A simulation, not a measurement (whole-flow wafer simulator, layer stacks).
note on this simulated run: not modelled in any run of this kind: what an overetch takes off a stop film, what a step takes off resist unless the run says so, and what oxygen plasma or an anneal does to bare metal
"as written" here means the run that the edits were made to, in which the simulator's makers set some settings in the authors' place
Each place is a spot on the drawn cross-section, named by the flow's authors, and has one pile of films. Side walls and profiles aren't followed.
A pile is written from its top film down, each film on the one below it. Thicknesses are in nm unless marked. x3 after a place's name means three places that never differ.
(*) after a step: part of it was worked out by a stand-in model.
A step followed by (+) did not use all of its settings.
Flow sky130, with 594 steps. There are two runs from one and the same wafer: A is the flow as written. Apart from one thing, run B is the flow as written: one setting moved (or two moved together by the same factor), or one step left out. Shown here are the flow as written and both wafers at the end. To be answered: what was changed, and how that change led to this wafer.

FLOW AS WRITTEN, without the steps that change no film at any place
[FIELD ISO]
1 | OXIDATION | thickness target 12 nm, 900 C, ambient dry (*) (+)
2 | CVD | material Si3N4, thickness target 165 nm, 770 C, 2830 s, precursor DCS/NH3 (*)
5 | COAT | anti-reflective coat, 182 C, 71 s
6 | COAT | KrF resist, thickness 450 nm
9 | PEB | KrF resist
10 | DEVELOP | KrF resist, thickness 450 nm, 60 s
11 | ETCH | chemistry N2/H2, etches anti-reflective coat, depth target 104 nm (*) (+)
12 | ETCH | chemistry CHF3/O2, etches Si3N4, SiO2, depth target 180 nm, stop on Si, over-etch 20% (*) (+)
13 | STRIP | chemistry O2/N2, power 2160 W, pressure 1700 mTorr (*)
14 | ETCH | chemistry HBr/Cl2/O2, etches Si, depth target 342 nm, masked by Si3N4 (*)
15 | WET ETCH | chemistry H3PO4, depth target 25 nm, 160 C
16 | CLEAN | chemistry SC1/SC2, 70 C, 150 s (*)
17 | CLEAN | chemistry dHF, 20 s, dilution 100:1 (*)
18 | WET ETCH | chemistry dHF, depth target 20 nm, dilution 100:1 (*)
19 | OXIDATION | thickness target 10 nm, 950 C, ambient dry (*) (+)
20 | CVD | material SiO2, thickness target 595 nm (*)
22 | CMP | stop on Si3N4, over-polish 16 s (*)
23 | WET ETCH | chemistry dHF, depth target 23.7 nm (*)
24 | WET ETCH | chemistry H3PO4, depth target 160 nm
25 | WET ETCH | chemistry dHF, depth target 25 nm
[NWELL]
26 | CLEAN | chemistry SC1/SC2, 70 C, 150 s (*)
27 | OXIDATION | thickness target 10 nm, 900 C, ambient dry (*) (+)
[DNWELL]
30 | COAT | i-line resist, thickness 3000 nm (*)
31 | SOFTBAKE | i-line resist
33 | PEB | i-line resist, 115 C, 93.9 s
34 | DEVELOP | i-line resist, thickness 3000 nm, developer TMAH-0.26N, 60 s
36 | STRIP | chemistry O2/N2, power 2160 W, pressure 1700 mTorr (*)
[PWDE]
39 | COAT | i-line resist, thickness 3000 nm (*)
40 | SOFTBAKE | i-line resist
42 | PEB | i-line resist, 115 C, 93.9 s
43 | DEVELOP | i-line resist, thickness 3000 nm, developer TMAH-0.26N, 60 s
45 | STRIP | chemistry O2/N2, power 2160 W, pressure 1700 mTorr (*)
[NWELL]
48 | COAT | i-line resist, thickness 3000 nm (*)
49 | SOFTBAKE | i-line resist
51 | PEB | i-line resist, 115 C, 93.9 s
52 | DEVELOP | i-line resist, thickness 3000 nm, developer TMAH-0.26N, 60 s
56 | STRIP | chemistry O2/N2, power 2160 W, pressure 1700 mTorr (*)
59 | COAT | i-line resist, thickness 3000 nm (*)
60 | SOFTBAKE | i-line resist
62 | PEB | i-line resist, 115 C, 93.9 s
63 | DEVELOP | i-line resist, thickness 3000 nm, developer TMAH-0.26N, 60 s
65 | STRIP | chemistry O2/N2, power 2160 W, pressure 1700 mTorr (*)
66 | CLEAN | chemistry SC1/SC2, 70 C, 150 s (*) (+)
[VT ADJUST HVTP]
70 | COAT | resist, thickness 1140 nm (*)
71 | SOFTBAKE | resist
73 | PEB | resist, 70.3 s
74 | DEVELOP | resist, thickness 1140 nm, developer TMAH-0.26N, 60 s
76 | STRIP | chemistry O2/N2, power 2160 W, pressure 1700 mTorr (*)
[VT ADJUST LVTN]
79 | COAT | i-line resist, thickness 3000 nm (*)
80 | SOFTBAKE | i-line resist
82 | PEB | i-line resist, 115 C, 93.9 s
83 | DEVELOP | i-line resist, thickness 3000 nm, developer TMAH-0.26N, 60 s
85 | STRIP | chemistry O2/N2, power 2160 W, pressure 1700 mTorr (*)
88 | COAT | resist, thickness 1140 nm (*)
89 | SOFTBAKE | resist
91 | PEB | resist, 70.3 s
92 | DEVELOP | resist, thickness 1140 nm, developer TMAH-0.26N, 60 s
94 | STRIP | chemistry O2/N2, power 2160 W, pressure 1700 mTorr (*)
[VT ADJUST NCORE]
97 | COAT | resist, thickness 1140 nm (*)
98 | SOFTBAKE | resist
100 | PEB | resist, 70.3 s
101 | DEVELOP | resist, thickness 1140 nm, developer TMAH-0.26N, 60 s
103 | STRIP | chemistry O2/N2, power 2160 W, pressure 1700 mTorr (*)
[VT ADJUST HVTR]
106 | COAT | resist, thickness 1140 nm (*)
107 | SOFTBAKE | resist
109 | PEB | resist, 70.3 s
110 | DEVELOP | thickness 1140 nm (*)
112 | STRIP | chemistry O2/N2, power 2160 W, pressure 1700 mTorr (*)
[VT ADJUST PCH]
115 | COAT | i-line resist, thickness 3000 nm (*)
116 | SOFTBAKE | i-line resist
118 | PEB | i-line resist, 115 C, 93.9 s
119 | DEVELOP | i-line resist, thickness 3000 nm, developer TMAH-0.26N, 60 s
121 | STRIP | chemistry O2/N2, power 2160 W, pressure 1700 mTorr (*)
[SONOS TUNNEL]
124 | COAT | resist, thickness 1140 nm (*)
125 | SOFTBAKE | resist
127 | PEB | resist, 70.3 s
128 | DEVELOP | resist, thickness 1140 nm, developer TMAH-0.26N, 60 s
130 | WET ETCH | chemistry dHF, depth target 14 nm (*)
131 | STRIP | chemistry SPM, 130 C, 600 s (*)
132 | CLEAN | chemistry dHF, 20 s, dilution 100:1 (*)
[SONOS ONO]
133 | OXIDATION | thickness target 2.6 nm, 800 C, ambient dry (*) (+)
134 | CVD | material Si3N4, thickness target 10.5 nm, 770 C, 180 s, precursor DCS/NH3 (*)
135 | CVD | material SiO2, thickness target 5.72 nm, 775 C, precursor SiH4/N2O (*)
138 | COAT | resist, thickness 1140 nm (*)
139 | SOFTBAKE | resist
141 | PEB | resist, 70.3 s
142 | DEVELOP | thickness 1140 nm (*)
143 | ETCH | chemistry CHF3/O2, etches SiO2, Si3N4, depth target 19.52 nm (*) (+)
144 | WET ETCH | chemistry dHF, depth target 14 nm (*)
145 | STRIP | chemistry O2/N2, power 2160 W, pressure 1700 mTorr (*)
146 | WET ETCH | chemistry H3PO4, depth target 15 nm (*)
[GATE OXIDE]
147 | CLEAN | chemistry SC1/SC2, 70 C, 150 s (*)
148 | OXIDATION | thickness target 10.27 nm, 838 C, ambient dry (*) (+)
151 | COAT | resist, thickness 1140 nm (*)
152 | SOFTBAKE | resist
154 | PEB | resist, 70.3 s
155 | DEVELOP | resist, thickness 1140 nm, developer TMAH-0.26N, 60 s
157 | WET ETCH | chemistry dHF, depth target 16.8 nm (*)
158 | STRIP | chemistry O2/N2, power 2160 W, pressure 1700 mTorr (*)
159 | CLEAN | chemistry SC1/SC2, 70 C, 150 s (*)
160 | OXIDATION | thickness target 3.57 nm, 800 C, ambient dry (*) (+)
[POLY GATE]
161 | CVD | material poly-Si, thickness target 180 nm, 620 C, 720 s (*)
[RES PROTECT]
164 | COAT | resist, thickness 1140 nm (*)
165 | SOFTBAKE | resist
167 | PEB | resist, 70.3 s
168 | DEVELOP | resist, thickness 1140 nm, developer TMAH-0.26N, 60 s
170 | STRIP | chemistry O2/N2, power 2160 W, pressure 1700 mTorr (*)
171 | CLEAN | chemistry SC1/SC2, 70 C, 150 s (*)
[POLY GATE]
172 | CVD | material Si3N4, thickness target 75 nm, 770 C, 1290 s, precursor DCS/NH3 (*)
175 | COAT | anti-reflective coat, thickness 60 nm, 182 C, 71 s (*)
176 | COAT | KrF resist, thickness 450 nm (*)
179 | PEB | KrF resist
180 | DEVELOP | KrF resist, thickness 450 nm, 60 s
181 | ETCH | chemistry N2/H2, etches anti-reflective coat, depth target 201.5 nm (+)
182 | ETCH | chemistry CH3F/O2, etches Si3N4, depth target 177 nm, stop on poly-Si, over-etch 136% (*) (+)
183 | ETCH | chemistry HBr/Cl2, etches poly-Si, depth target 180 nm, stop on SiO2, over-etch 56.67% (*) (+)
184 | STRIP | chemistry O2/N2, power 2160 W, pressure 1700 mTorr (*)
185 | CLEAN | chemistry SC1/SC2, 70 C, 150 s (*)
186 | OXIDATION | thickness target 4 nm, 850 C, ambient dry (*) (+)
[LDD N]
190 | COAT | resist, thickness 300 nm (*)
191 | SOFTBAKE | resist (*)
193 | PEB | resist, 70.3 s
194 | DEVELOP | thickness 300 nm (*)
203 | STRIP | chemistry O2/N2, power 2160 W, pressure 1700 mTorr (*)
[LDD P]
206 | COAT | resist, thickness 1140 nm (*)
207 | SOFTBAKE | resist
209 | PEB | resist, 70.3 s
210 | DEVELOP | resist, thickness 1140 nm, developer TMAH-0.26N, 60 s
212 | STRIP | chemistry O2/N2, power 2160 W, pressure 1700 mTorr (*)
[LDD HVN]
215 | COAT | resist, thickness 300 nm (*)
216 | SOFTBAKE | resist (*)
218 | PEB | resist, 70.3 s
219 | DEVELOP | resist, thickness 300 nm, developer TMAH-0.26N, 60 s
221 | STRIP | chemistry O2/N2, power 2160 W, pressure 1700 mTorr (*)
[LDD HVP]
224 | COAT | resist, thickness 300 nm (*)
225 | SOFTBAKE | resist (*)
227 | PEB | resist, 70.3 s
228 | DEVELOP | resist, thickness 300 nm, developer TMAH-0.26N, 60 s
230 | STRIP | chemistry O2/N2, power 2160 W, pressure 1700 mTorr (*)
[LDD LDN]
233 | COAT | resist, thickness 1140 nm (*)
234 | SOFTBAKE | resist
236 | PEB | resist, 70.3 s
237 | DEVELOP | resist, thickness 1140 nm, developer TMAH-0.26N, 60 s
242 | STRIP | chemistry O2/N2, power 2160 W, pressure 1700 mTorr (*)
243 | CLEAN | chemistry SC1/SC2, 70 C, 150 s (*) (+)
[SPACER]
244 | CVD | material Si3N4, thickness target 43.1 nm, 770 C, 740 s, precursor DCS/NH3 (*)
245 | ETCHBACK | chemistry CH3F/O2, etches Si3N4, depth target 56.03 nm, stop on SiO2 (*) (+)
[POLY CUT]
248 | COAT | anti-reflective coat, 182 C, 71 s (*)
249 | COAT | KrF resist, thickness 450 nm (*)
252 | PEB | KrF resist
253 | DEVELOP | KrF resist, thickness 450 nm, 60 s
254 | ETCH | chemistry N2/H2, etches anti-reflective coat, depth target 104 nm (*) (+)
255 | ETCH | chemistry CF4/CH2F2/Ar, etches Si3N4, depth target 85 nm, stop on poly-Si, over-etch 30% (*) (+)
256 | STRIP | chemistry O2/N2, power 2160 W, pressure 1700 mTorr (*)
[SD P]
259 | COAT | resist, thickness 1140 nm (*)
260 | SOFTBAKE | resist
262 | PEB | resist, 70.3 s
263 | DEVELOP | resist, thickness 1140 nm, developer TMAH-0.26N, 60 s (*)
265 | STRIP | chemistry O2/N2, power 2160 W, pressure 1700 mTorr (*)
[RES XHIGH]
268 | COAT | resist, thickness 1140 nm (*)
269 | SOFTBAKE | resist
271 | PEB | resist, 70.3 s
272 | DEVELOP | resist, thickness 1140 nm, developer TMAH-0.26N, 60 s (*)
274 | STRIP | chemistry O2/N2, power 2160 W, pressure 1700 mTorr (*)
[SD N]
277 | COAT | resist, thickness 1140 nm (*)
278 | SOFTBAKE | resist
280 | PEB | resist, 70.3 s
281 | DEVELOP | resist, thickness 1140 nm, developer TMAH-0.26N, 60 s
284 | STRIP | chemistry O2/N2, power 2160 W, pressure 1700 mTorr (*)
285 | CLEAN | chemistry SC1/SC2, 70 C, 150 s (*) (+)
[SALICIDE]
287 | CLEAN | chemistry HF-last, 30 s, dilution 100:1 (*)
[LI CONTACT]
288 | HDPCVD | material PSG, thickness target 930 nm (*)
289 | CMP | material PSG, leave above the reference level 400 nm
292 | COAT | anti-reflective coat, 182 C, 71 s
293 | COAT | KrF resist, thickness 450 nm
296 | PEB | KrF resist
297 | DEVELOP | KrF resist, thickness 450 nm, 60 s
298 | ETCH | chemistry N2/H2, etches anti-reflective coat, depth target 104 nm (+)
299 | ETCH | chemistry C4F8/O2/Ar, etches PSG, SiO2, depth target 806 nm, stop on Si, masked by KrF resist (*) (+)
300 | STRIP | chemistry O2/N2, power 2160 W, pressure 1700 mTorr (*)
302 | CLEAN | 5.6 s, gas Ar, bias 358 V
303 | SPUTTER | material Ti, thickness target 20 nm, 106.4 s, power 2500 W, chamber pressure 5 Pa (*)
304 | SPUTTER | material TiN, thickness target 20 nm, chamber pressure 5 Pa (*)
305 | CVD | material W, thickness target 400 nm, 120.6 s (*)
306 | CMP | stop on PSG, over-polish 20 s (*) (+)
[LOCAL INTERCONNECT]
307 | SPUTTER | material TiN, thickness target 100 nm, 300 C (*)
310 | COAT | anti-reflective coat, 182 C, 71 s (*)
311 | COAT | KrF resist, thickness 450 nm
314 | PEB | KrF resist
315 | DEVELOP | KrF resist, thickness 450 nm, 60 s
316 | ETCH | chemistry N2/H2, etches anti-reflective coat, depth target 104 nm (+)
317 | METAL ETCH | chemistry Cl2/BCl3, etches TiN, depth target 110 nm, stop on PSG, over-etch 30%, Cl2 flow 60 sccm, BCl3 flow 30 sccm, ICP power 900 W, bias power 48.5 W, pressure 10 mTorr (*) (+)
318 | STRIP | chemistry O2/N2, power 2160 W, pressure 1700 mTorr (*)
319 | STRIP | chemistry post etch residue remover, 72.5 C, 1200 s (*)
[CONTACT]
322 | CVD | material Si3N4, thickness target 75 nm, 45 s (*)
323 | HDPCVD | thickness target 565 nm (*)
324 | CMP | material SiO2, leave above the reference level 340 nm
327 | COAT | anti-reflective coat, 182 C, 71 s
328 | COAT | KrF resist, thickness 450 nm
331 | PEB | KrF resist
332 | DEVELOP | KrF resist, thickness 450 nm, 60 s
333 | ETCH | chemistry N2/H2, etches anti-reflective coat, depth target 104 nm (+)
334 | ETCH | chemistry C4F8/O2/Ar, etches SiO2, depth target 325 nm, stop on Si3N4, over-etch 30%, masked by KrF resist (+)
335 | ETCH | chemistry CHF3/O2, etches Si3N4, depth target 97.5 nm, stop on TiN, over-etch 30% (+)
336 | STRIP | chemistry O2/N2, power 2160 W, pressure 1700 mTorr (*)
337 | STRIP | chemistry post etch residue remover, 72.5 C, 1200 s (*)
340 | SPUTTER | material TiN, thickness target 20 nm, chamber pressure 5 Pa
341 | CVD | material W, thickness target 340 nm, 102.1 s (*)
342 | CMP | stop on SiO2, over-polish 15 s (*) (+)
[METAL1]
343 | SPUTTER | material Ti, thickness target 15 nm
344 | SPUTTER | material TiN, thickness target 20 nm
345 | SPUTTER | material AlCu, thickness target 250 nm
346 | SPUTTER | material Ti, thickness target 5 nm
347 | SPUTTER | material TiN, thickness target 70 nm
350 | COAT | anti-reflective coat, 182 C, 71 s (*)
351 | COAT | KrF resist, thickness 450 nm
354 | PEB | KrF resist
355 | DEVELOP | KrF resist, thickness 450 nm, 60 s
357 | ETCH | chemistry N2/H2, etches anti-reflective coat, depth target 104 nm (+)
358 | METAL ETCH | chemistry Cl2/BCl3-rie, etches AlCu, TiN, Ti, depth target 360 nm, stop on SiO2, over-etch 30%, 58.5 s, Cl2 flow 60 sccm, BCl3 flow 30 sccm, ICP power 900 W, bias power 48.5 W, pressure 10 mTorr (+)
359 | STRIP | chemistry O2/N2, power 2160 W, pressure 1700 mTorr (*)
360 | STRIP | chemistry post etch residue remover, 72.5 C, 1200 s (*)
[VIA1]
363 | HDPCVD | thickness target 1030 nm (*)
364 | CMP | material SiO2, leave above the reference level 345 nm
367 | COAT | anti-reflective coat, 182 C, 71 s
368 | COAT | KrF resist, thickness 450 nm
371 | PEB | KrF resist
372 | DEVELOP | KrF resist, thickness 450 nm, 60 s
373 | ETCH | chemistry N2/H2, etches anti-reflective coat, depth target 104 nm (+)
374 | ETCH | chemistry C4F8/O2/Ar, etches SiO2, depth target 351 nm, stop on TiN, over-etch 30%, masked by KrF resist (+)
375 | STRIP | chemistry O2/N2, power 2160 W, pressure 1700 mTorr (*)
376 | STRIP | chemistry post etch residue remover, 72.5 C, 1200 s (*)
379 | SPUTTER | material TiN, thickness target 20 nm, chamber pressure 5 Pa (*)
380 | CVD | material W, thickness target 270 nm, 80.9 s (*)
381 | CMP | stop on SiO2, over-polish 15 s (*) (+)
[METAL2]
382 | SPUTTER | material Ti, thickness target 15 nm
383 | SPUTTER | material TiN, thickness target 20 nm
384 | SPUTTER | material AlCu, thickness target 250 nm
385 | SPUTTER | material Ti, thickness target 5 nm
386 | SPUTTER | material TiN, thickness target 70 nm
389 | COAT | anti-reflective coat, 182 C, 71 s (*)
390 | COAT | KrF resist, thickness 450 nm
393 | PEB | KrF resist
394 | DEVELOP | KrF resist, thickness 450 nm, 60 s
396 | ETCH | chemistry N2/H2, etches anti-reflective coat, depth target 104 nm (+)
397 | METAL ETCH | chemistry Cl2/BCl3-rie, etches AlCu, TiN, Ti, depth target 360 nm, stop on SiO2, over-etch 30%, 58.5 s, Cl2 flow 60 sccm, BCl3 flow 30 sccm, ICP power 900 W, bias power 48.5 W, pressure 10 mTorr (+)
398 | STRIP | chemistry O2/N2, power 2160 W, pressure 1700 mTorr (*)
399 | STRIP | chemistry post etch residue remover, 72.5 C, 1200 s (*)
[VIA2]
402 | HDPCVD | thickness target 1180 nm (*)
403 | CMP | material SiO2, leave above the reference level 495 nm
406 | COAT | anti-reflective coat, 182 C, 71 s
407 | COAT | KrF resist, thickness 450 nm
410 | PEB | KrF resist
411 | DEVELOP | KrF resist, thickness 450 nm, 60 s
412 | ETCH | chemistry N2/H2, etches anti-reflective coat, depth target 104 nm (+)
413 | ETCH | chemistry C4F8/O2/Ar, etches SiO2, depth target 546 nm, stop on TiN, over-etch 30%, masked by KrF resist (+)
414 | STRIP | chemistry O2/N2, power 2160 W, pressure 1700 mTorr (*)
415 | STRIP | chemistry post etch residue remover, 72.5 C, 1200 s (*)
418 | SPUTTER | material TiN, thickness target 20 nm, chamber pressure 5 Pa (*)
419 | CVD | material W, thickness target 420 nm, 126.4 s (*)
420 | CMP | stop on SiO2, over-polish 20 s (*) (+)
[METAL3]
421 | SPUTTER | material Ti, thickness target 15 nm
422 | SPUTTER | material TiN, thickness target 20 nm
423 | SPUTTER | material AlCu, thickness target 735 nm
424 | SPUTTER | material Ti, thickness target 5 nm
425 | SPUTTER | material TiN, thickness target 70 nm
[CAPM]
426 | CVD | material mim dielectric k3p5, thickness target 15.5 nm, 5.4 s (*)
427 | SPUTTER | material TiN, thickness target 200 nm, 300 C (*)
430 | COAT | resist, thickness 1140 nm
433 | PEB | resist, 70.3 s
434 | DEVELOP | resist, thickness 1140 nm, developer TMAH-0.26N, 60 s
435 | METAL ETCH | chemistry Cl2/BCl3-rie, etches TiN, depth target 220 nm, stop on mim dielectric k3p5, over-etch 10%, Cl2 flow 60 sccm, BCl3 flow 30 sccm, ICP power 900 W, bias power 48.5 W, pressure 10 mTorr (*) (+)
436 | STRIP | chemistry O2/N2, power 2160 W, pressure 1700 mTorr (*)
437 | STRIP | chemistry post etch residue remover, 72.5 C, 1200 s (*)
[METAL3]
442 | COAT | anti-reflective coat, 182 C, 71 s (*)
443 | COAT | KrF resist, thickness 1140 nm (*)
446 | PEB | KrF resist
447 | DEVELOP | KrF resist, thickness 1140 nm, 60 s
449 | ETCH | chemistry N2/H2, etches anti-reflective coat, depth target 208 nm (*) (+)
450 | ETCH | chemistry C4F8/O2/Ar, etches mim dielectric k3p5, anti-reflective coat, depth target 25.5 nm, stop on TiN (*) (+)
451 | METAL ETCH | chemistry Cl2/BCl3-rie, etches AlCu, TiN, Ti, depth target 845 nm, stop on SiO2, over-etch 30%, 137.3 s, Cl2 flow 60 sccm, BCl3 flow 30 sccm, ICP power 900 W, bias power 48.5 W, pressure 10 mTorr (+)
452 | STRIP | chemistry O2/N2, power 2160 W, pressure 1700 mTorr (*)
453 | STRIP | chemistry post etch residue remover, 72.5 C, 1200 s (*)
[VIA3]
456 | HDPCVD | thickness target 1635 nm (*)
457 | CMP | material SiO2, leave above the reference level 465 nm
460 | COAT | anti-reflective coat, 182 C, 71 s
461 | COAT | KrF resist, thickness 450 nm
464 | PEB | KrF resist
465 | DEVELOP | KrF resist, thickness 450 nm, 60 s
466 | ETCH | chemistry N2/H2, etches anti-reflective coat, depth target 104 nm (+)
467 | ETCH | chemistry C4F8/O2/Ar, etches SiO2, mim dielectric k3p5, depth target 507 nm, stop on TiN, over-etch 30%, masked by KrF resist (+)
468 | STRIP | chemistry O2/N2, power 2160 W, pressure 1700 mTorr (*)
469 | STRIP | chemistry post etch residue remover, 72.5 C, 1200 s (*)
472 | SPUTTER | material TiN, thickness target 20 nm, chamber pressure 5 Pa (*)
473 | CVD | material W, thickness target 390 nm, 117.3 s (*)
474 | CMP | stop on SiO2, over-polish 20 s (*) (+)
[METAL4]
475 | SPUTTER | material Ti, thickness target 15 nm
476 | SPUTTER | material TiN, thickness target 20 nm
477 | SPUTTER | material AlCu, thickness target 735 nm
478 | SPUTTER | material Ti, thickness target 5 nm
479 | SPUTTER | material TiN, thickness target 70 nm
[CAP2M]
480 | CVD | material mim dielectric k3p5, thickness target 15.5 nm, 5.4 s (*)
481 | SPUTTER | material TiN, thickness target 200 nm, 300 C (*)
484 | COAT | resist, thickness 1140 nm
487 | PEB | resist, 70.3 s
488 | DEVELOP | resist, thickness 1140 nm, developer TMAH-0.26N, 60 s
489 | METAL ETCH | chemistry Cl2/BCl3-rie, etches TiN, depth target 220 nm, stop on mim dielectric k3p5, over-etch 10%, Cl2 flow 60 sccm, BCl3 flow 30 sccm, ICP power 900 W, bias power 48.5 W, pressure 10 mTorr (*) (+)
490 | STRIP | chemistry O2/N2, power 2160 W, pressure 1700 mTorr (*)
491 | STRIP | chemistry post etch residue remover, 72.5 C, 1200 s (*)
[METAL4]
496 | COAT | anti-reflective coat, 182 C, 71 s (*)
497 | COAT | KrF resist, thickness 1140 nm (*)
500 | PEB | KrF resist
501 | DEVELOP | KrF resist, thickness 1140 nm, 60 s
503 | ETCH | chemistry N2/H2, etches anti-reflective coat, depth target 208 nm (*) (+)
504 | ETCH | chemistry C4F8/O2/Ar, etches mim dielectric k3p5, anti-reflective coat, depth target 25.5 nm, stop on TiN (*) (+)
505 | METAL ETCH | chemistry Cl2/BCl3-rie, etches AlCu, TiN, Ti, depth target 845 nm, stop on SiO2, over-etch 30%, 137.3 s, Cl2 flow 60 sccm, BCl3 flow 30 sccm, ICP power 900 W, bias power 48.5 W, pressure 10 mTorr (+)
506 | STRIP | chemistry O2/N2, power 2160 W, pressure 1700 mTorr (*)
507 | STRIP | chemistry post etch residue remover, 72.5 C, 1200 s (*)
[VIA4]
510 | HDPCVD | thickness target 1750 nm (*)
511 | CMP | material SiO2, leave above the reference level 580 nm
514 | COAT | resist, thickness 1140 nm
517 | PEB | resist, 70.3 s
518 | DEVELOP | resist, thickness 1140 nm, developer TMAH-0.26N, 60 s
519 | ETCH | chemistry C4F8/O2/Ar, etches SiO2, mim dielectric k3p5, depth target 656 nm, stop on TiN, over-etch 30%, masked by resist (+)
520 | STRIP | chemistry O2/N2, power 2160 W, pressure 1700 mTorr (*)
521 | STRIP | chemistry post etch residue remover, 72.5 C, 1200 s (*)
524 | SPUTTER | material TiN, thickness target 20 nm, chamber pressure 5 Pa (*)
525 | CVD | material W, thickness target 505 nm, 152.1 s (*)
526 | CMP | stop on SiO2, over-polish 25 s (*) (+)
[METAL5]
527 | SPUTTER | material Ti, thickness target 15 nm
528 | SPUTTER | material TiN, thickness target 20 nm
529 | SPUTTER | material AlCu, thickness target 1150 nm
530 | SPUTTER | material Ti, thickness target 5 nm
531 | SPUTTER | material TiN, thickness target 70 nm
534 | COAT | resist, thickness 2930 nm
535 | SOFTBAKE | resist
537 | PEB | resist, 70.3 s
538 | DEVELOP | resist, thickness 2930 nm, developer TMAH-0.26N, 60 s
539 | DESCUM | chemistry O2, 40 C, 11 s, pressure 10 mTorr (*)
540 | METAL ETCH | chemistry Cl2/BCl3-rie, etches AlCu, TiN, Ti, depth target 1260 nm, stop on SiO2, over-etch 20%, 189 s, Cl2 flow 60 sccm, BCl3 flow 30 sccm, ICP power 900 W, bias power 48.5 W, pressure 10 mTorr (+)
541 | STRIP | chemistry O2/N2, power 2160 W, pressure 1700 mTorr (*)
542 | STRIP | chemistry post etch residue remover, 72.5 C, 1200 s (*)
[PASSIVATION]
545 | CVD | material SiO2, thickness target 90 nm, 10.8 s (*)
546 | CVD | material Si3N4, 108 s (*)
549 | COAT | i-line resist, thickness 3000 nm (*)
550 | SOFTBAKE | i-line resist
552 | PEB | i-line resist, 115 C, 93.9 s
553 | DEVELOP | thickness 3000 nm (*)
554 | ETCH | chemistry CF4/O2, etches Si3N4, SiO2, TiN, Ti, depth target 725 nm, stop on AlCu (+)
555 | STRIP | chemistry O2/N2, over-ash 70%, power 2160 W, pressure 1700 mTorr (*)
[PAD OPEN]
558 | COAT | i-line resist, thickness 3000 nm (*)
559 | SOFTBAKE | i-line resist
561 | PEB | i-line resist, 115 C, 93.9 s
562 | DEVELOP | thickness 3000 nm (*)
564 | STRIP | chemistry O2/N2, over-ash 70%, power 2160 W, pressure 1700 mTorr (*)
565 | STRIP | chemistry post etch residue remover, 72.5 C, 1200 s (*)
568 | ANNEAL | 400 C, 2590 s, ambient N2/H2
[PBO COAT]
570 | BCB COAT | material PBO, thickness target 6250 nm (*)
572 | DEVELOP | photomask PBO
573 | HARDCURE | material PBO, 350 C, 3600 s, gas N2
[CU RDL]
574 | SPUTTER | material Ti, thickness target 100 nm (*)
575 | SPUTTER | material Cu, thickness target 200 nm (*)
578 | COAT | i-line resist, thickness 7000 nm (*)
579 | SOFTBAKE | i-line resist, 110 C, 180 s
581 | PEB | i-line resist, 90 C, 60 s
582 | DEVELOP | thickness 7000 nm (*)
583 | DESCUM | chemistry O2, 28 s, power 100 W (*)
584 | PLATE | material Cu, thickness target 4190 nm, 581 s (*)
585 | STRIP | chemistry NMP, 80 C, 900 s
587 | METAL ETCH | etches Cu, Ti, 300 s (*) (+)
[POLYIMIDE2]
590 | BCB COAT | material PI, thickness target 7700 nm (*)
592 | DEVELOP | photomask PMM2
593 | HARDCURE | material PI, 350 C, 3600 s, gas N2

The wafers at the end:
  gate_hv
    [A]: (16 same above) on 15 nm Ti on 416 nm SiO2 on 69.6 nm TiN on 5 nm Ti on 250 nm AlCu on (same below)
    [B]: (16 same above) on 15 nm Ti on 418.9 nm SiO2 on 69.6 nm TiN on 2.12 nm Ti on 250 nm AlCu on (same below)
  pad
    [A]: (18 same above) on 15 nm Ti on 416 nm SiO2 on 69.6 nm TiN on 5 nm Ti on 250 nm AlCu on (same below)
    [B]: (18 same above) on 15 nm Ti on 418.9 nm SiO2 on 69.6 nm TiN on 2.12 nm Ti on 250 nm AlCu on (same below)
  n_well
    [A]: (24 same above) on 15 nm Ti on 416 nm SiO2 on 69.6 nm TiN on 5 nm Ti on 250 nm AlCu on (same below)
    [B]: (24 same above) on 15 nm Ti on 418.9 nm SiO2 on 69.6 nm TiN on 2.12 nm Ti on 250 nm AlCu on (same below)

What caused this: step 385, SPUTTER: thickness target 2.12 nm was run, while the flow as written has thickness target 5 nm.
One can read it off the wafer: gate_hv has Ti 2.12, and step 385 as written asks for 5 nm.

The path from the change to this, step by step:
  385 | SPUTTER | material Ti, thickness target 5 nm
      field, active, n_well and 188 more: A Ti gains 5 (new film) | B Ti gains 2.12 (new film)
  397 | METAL ETCH | chemistry Cl2/BCl3-rie, etches AlCu, TiN, Ti, depth target 360 nm, stop on SiO2, over-etch 30%, 58.5 s, Cl2 flow 60 sccm, BCl3 flow 30 sccm, ICP power 900 W, bias power 48.5 W, pressure 10 mTorr (+)
      field, active, gate and 82 more: A TiN loses 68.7 (all of it), Ti loses 5 (all of it), AlCu loses 250 (all of it), TiN loses 20 (all of it), Ti loses 15 (all of it), SiO2 loses 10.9 | B TiN loses 68.7 (all of it), Ti loses 2.12 (all of it), AlCu loses 250 (all of it), TiN loses 20 (all of it), Ti loses 15 (all of it), SiO2 loses 11.2
